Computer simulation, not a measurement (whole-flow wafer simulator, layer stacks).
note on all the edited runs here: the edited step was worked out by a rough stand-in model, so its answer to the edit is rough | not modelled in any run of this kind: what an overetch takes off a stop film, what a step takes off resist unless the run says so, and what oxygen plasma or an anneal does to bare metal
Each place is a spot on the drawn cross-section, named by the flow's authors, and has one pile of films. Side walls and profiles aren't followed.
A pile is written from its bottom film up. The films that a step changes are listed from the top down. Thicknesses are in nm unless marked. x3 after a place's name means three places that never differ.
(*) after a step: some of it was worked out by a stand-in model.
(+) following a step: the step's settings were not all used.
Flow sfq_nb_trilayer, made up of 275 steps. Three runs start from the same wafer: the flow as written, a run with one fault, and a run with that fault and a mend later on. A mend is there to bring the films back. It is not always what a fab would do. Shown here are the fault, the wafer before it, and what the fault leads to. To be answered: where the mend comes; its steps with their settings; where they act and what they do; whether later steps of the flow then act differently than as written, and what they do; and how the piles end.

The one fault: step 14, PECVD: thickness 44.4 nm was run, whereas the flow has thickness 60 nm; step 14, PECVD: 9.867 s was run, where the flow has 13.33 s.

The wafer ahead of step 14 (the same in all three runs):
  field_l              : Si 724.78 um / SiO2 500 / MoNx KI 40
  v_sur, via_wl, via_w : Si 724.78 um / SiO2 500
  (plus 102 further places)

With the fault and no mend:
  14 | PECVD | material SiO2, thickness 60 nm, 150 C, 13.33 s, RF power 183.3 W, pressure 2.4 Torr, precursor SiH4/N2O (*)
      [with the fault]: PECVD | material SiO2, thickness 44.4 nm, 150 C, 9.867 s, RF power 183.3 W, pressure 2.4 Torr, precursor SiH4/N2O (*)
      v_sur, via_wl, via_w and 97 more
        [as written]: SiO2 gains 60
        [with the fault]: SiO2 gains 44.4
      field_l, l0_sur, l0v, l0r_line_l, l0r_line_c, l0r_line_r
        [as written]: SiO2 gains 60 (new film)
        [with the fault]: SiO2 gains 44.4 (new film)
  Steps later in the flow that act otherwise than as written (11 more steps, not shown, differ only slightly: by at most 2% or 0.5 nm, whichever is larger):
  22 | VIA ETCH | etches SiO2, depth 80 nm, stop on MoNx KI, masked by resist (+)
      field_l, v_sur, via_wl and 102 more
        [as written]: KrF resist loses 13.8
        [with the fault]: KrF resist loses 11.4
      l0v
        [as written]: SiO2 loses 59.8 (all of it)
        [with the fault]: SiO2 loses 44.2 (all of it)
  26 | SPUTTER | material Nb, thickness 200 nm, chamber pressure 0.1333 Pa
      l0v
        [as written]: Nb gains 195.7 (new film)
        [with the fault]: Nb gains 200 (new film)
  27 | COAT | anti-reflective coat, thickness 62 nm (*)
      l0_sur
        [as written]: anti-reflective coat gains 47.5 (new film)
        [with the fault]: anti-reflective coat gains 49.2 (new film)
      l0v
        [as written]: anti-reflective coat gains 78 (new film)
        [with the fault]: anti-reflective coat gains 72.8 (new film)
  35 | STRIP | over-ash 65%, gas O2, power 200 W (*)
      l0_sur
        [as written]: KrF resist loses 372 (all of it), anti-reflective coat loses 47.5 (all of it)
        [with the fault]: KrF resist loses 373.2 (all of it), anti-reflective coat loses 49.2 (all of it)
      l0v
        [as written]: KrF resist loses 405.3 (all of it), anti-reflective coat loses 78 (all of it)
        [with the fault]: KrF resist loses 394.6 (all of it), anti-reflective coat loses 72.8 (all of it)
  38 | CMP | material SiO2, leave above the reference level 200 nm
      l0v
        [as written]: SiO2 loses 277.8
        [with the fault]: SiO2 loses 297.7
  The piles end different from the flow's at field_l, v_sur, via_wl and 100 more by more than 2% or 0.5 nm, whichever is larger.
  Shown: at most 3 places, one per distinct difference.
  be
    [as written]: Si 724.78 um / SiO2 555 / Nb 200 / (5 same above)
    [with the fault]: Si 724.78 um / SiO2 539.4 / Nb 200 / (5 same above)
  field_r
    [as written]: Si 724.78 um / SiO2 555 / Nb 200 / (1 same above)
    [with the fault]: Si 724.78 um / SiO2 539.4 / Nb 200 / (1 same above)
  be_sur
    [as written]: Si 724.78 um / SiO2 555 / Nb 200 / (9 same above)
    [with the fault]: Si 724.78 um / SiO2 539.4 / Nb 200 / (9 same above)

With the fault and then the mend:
  After step 14 comes the mend.
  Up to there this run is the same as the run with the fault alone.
  14a | PECVD | material SiO2, thickness 15.6 nm, 150 C, 3.467 s, RF power 183.3 W, pressure 2.4 Torr, precursor SiH4/N2O (a further turn of the flow's step 14, with different settings)
      field_l, v_sur, via_wl and 103 more
        SiO2 gains 15.6
  None of the later steps of the flow differs from how it acts as written, at any place that is followed, by more than 2% or 0.5 nm, whichever is larger.
  At every place that both follow, the piles at the end match the flow's.
